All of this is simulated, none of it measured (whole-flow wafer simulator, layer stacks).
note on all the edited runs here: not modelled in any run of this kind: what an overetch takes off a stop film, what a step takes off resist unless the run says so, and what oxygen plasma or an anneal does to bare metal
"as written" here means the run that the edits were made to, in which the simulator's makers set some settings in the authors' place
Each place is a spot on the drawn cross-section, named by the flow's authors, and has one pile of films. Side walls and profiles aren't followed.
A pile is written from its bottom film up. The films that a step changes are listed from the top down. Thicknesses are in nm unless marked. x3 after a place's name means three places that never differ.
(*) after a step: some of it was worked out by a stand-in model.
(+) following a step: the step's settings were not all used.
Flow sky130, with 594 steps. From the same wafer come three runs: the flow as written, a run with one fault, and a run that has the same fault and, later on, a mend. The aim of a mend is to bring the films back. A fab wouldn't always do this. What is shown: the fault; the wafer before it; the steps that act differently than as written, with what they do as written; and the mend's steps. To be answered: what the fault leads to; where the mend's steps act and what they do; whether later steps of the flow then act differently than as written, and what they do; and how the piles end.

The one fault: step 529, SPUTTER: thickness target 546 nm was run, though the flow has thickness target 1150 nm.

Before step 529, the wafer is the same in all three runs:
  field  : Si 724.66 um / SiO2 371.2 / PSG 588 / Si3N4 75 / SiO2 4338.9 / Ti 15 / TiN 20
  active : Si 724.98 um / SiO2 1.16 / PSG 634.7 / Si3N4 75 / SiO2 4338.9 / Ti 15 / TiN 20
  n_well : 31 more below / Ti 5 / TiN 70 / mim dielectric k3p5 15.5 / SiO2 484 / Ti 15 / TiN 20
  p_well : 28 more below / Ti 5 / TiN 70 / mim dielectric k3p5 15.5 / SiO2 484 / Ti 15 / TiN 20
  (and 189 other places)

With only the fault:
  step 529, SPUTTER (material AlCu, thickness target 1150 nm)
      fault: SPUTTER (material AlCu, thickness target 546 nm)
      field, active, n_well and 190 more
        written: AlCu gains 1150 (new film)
        fault: AlCu gains 546 (new film)
  Steps further on in the flow that do not act as written (2 other steps are not shown; they differ only slightly, by no more than 2% or 0.5 nm, whichever is larger):
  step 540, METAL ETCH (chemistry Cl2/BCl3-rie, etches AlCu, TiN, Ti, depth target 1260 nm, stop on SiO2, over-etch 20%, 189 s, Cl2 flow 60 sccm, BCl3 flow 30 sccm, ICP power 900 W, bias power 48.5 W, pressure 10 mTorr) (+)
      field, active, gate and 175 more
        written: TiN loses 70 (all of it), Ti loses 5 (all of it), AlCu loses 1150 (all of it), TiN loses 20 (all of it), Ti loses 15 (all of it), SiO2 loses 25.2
        fault: TiN loses 70 (all of it), Ti loses 5 (all of it), AlCu loses 546 (all of it), TiN loses 20 (all of it), Ti loses 15 (all of it), SiO2 loses 85.6
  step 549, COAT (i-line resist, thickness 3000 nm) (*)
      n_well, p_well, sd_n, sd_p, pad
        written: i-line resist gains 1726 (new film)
        fault: i-line resist gains 2265.2 (new film)
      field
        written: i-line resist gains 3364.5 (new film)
        fault: i-line resist gains 3205.7 (new film)
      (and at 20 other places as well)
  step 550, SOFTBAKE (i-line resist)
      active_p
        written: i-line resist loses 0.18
        fault: i-line resist gains 0.61
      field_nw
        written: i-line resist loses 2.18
        fault: i-line resist gains 0.79
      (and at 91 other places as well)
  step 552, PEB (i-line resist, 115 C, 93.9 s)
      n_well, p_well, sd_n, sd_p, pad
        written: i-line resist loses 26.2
        fault: i-line resist loses 35.4
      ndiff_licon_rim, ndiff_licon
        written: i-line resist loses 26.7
        fault: i-line resist loses 35.7
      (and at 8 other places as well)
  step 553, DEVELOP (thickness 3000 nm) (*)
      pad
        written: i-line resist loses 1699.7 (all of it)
        fault: i-line resist loses 2229.7 (all of it)
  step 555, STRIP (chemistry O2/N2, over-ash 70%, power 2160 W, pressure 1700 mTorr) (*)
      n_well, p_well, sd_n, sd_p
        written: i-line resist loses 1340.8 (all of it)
        fault: i-line resist loses 1870.8 (all of it)
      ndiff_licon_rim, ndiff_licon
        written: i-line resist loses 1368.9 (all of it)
        fault: i-line resist loses 1885.5 (all of it)
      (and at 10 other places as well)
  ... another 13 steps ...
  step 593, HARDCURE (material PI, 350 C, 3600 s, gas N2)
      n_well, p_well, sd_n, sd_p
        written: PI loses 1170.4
        fault: PI loses 1208.7
  The piles end different from the flow's at n_well, p_well, gate_hv and 108 more by more than 2% or 0.5 nm, whichever is larger.
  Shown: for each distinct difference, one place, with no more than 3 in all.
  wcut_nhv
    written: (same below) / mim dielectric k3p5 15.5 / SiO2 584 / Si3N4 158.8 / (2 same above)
    fault: (same below) / mim dielectric k3p5 15.5 / SiO2 523.6 / Si3N4 158.8 / (2 same above)
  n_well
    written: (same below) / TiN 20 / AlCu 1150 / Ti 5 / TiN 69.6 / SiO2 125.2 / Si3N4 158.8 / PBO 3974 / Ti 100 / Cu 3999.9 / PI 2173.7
    fault: (same below) / TiN 20 / AlCu 546 / Ti 5 / TiN 69.6 / SiO2 125.2 / Si3N4 158.8 / PBO 4408.1 / Ti 100 / Cu 3999.9 / PI 2244.7
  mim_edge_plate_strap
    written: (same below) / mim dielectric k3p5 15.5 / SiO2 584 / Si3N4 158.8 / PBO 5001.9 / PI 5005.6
    fault: (same below) / mim dielectric k3p5 15.5 / SiO2 523.6 / Si3N4 158.8 / PBO 5001.1 / PI 5005.9

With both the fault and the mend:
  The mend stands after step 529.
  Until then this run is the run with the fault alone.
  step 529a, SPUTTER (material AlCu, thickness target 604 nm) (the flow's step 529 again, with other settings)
      field, active, n_well and 190 more
        AlCu gains 604
  Later steps of the flow that are run all act as written at every place that is followed.
  The piles end the same as the flow's at every place that both follow.
